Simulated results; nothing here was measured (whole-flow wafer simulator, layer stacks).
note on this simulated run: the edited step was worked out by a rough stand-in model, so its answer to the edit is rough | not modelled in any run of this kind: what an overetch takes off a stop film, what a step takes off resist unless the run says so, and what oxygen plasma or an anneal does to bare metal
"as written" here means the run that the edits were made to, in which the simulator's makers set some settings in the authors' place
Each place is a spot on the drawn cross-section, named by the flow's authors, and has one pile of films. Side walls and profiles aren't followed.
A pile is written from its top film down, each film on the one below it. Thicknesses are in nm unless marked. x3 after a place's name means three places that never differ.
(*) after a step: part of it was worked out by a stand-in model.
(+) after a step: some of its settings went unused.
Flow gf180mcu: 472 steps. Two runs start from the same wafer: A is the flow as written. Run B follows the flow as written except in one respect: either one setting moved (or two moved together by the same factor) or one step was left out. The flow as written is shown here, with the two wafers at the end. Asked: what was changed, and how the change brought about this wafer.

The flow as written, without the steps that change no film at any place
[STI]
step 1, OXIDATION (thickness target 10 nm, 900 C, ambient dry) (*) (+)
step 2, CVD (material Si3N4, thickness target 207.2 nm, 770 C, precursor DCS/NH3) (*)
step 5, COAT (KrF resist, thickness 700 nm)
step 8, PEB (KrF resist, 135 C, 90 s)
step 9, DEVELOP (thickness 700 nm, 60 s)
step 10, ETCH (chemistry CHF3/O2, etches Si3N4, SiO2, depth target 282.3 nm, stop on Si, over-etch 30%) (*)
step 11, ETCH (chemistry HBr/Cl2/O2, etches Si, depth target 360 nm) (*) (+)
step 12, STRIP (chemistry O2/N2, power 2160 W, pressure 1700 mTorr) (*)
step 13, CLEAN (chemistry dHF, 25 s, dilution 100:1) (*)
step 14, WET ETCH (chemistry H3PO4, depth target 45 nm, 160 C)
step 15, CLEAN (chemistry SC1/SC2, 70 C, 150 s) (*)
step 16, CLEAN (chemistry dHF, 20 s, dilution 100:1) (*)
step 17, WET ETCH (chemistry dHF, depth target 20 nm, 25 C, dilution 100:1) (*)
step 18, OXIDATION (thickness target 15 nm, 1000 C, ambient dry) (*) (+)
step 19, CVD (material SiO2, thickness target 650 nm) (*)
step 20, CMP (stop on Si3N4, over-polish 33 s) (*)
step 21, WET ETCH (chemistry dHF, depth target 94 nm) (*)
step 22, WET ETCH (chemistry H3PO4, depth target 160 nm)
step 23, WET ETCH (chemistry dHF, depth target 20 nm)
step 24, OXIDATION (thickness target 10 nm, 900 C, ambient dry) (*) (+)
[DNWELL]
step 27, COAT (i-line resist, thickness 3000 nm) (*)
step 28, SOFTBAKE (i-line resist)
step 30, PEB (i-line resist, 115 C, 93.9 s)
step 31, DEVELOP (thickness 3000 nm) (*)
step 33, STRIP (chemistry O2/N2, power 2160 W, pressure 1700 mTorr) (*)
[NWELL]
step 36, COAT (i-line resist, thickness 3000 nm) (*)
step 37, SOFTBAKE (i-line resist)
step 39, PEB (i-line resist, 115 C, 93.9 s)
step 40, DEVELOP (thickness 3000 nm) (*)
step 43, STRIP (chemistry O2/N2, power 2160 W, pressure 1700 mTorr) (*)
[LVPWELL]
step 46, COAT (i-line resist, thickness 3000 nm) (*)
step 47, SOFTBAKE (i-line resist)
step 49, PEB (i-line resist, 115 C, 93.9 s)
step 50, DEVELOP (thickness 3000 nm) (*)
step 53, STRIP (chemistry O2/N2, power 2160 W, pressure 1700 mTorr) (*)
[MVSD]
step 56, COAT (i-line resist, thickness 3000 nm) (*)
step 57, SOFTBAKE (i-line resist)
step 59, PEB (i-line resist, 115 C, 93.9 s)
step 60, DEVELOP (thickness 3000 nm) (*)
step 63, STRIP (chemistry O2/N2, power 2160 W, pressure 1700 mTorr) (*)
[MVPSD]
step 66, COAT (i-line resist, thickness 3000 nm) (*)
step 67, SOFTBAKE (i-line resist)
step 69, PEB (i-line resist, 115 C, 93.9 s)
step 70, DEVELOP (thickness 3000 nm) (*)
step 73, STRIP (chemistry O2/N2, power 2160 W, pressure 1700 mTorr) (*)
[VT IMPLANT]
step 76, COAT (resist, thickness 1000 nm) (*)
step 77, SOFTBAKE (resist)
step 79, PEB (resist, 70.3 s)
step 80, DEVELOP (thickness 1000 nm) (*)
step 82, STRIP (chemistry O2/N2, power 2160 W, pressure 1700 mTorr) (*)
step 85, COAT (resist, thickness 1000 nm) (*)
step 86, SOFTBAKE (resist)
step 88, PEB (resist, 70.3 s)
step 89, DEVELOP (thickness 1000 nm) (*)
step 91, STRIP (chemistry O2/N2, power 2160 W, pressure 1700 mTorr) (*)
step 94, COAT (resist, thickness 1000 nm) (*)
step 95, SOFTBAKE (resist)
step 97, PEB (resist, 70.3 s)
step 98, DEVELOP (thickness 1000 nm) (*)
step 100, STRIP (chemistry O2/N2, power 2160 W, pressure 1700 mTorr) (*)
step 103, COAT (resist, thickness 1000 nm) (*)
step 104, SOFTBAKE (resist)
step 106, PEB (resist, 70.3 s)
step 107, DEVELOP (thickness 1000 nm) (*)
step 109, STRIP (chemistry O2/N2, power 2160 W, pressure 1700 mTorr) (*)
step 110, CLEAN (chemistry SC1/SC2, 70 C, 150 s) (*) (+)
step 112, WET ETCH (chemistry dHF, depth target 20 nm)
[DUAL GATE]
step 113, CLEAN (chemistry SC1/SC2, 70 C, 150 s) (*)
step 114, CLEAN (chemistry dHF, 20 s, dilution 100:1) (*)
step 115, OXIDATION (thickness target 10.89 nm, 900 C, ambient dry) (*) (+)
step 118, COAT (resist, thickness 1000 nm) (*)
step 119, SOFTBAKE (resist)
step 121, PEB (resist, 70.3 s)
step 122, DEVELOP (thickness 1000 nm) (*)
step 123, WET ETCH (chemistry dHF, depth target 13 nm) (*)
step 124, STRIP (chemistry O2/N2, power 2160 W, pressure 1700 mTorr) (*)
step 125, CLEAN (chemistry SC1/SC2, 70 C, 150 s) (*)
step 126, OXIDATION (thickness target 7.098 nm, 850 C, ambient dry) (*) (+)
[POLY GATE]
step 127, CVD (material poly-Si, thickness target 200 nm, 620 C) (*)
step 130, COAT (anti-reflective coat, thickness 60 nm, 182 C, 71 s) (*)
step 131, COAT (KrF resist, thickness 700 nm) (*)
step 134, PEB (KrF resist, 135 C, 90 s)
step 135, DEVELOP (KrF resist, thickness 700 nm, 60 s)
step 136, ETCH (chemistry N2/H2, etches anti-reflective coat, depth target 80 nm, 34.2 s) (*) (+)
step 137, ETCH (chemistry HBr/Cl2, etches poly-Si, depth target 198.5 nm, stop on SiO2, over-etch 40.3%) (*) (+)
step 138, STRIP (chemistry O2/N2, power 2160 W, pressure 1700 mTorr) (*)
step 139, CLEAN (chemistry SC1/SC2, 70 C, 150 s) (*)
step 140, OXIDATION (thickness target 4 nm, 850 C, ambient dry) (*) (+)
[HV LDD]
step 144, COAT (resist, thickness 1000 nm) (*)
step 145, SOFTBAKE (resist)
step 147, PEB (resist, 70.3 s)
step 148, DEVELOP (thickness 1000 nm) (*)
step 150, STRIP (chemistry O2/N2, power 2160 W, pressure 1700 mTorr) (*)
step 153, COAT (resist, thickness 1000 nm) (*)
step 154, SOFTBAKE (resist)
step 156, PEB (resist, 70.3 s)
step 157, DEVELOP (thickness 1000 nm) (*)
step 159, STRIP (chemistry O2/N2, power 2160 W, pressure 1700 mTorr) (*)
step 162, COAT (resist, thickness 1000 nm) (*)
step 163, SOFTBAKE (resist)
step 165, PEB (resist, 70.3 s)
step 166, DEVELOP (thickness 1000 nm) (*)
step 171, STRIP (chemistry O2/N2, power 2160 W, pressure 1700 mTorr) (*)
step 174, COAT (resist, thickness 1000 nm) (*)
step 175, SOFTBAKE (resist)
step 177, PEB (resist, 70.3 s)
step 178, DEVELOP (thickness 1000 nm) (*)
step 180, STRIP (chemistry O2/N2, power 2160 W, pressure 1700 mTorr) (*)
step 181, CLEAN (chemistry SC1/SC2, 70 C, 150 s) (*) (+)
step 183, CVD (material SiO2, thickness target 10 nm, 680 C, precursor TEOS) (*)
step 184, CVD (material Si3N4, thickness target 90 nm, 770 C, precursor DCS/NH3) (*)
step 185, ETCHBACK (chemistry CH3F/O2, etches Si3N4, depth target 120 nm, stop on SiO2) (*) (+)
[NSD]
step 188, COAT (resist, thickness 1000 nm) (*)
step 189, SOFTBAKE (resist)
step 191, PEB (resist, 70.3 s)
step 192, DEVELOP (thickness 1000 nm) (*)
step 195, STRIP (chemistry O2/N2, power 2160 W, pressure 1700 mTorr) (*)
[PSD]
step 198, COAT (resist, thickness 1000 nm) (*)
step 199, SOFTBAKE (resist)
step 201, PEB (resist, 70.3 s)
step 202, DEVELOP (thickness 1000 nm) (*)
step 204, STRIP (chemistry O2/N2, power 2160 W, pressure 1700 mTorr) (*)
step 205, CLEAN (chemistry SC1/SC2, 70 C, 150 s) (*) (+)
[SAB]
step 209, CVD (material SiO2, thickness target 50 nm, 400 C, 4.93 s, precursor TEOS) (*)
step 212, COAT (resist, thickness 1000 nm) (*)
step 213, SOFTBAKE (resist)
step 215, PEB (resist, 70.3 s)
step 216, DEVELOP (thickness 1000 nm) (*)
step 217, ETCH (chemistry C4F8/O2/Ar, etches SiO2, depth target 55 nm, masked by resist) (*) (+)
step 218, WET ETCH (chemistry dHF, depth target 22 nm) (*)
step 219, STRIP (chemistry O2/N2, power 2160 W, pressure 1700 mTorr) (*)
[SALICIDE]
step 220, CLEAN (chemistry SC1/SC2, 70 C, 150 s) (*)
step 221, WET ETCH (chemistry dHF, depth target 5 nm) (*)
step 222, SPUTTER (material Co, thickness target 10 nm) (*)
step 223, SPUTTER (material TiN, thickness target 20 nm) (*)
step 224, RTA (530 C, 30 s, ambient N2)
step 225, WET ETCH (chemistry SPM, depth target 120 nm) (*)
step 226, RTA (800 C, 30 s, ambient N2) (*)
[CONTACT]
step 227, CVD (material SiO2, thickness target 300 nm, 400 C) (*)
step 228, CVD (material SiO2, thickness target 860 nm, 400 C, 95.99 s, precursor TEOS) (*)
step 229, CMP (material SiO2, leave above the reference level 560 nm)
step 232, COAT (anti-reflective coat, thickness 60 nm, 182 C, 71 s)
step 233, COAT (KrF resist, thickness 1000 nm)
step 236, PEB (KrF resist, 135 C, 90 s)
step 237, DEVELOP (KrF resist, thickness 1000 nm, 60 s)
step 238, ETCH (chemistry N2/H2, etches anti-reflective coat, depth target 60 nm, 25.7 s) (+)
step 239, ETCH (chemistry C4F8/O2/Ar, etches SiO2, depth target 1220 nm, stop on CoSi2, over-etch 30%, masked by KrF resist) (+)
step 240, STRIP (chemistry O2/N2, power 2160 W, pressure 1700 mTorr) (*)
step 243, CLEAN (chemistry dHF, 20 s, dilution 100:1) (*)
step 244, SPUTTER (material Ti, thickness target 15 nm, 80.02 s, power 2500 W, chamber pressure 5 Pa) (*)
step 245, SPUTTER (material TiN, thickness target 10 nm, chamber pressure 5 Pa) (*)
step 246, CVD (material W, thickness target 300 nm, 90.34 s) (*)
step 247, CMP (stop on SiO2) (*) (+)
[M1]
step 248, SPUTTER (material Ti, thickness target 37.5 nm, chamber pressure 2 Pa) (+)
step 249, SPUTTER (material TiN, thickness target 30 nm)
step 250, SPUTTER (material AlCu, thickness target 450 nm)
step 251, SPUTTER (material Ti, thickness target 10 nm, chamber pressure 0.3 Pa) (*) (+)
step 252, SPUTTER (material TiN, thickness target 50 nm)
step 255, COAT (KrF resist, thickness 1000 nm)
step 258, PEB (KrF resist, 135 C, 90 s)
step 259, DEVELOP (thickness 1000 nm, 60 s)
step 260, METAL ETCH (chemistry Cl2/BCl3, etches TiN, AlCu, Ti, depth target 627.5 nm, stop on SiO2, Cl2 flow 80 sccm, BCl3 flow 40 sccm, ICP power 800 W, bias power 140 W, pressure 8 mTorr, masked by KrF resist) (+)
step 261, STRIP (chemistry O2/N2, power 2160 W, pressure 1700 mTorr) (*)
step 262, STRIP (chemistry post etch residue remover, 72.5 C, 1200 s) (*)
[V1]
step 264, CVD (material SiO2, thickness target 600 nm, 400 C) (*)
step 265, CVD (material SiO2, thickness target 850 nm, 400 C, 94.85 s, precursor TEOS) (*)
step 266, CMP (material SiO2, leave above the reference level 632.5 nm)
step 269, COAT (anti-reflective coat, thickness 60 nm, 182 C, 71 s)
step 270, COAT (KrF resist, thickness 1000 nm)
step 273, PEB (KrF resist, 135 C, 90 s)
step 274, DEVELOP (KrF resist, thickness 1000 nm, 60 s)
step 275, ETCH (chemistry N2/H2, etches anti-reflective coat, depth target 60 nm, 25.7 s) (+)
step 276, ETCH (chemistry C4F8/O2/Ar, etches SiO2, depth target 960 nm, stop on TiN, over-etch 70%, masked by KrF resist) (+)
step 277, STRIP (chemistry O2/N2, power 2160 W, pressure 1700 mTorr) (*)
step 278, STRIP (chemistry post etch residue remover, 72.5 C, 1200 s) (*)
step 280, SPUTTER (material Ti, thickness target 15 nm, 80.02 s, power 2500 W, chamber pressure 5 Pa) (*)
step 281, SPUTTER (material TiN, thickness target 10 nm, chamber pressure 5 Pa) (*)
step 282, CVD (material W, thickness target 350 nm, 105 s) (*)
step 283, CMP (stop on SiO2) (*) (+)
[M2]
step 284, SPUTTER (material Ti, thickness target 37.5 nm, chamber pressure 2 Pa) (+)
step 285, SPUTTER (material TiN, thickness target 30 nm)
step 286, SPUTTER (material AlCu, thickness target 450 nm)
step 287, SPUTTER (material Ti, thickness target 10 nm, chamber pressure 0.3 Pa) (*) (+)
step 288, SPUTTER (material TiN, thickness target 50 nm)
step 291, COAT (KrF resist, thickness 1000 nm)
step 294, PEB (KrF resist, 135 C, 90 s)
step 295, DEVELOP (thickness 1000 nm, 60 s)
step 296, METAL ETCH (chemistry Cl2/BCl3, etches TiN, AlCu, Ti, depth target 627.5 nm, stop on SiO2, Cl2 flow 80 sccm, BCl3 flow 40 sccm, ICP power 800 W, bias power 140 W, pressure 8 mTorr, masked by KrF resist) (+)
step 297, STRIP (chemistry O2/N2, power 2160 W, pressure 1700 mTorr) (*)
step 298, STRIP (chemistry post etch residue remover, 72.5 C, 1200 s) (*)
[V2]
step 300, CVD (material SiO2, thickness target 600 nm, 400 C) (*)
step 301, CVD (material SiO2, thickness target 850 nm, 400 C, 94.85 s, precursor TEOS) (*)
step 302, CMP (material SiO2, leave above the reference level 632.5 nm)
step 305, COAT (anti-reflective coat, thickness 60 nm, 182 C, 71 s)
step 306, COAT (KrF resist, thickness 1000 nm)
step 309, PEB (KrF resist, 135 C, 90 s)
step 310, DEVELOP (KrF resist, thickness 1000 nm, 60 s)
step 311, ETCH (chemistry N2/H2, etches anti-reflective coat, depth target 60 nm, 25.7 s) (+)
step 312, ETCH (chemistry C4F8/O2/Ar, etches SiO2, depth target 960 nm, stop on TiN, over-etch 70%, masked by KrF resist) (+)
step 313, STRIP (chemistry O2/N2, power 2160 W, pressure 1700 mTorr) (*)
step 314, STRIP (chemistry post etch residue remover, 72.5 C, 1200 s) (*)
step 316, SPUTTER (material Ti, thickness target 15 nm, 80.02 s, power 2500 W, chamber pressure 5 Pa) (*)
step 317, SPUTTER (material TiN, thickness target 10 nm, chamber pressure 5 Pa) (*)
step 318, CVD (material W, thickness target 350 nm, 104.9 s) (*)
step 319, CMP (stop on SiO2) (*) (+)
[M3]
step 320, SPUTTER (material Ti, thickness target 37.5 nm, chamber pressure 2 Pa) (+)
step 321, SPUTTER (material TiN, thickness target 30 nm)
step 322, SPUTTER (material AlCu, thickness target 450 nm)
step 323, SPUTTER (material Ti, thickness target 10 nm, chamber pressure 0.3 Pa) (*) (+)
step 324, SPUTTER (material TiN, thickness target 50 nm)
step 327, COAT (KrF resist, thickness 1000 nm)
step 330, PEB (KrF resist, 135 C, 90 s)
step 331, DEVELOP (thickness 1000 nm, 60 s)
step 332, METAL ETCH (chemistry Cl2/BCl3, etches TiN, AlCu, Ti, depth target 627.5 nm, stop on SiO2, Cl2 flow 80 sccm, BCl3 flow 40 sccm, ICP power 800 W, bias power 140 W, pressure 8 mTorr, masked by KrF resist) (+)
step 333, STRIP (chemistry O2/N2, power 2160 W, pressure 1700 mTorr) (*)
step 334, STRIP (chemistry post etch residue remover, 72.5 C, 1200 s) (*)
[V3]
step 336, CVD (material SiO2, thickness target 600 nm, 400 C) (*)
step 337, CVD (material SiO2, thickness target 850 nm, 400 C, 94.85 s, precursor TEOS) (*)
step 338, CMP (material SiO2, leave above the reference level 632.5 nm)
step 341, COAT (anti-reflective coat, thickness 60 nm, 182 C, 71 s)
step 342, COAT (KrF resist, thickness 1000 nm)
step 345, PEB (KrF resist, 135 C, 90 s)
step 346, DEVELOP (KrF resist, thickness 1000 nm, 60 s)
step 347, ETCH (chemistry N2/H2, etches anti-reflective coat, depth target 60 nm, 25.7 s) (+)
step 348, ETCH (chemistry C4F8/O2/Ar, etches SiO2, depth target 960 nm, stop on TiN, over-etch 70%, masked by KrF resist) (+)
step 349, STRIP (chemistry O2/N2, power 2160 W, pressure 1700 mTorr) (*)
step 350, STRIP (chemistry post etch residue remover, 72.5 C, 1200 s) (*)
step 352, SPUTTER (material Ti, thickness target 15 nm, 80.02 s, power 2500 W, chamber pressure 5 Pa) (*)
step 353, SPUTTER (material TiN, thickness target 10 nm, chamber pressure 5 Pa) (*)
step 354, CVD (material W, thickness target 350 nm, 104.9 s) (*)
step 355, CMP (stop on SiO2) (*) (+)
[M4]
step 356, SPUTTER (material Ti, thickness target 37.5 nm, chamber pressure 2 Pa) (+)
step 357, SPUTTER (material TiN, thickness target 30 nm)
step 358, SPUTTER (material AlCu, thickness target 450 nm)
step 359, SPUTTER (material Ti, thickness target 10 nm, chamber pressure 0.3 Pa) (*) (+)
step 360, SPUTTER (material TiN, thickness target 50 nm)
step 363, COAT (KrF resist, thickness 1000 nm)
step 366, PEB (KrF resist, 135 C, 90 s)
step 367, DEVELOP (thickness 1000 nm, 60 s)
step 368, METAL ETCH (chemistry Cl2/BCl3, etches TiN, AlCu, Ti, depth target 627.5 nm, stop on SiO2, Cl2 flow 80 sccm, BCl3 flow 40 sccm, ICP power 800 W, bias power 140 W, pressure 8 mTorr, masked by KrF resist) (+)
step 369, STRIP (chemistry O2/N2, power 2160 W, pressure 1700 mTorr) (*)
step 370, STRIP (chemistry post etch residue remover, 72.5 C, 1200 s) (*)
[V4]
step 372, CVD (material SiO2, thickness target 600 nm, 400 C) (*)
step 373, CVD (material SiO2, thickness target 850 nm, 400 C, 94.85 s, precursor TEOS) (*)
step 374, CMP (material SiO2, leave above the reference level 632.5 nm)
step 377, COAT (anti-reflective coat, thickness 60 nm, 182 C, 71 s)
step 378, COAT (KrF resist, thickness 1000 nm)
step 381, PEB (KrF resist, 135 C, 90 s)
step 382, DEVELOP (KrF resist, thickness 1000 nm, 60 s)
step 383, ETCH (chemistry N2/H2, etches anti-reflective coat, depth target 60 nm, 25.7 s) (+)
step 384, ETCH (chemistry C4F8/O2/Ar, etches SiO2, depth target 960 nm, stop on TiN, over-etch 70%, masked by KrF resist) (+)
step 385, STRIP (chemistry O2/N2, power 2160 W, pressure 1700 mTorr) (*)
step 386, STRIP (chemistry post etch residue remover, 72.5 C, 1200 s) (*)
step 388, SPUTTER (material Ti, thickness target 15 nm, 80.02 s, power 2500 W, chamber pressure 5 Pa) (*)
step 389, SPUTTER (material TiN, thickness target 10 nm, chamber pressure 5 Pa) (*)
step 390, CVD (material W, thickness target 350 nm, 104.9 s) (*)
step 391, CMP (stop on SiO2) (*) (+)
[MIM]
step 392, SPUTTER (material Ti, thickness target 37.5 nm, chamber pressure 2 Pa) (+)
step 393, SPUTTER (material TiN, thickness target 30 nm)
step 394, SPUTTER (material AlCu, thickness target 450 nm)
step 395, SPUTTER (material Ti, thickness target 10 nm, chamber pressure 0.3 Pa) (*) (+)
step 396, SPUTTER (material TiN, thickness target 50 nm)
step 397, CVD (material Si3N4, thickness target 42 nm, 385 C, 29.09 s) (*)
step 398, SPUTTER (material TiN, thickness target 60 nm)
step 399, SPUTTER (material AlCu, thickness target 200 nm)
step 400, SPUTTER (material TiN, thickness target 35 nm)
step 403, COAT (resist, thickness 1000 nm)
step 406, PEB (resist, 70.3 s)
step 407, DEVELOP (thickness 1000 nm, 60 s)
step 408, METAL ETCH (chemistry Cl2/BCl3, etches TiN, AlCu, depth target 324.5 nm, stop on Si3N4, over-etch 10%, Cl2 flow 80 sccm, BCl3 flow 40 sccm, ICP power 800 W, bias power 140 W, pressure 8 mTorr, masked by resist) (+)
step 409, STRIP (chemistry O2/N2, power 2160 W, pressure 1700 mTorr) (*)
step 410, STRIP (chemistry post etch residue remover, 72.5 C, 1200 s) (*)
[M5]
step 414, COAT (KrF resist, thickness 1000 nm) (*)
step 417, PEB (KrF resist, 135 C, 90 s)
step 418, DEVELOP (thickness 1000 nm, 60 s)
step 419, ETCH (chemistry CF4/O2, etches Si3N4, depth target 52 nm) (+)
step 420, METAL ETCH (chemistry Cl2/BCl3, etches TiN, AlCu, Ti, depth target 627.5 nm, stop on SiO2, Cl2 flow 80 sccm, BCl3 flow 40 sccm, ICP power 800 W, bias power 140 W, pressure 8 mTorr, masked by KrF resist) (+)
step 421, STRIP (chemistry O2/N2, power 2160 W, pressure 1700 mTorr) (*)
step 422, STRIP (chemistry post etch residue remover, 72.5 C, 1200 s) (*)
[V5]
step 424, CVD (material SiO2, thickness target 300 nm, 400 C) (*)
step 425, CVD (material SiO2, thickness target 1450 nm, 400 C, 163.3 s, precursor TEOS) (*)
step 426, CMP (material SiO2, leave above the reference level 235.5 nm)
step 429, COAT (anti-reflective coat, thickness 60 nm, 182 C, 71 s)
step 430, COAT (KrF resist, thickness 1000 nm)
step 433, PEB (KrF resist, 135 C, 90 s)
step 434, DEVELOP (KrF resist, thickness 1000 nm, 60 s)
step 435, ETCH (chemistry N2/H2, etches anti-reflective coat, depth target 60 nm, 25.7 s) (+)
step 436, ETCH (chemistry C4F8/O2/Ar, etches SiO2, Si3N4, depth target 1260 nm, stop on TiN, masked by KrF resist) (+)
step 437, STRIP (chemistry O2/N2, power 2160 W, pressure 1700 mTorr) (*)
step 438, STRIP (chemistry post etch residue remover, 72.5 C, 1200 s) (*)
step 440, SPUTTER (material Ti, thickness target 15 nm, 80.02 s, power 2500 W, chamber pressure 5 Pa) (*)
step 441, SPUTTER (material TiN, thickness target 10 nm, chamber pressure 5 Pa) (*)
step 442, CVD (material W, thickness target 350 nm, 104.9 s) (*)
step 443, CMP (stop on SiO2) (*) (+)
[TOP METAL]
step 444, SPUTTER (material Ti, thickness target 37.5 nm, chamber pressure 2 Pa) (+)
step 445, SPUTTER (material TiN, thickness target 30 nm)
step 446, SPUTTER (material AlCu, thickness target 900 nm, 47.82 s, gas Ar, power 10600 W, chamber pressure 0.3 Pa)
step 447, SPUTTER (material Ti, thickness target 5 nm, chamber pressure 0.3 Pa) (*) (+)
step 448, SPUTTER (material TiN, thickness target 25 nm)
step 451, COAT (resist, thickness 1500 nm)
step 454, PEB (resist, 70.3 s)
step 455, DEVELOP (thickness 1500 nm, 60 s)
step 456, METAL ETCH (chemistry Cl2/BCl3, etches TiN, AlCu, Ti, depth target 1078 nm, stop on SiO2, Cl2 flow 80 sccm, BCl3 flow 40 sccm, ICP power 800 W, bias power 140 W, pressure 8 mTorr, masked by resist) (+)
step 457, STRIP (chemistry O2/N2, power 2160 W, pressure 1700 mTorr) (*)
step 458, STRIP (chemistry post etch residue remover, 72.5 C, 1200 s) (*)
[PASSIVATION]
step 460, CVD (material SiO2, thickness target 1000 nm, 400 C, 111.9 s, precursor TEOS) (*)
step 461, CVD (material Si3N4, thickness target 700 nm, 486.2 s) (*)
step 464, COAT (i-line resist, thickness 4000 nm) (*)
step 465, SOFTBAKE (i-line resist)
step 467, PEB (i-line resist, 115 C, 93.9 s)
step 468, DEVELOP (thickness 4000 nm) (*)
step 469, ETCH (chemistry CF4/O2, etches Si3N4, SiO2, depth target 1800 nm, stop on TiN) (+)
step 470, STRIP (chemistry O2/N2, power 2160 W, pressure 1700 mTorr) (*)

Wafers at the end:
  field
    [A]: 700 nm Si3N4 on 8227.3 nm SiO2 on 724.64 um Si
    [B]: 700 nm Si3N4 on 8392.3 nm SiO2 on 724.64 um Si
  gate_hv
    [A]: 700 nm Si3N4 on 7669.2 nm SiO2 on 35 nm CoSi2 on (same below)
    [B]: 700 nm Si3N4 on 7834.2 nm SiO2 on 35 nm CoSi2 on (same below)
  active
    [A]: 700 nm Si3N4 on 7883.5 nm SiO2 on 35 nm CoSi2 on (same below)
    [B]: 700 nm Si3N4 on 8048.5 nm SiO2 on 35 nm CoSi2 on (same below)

The reason: step 424, CVD: thickness target 465 nm was run, whereas the flow has thickness target 300 nm.

How this came from the change, step by step:
  step 424, CVD (material SiO2, thickness target 300 nm, 400 C) (*)
      field, field__w1, field__w2 and 101 more: A SiO2 gains 300 | B SiO2 gains 465
      field__w4, field__w8, contact, m1, m1__w1, mim, mim_1p0, m1_nw: A SiO2 gains 300 (new film) | B SiO2 gains 465 (new film)
  step 436, ETCH (chemistry C4F8/O2/Ar, etches SiO2, Si3N4, depth target 1260 nm, stop on TiN, masked by KrF resist) (+)
      contact: A SiO2 loses 829.9 (all of it), Si3N4 loses 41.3 (all of it) | B SiO2 loses 994.9 (all of it), Si3N4 loses 41.3 (all of it)
  step 440, SPUTTER (material Ti, thickness target 15 nm, 80.02 s, power 2500 W, chamber pressure 5 Pa) (*)
      contact: A Ti gains 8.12 (new film) | B Ti gains 7.39 (new film)
  step 442, CVD (material W, thickness target 350 nm, 104.9 s) (*)
      contact: A W gains 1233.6 (new film) | B W gains 1399.8 (new film)
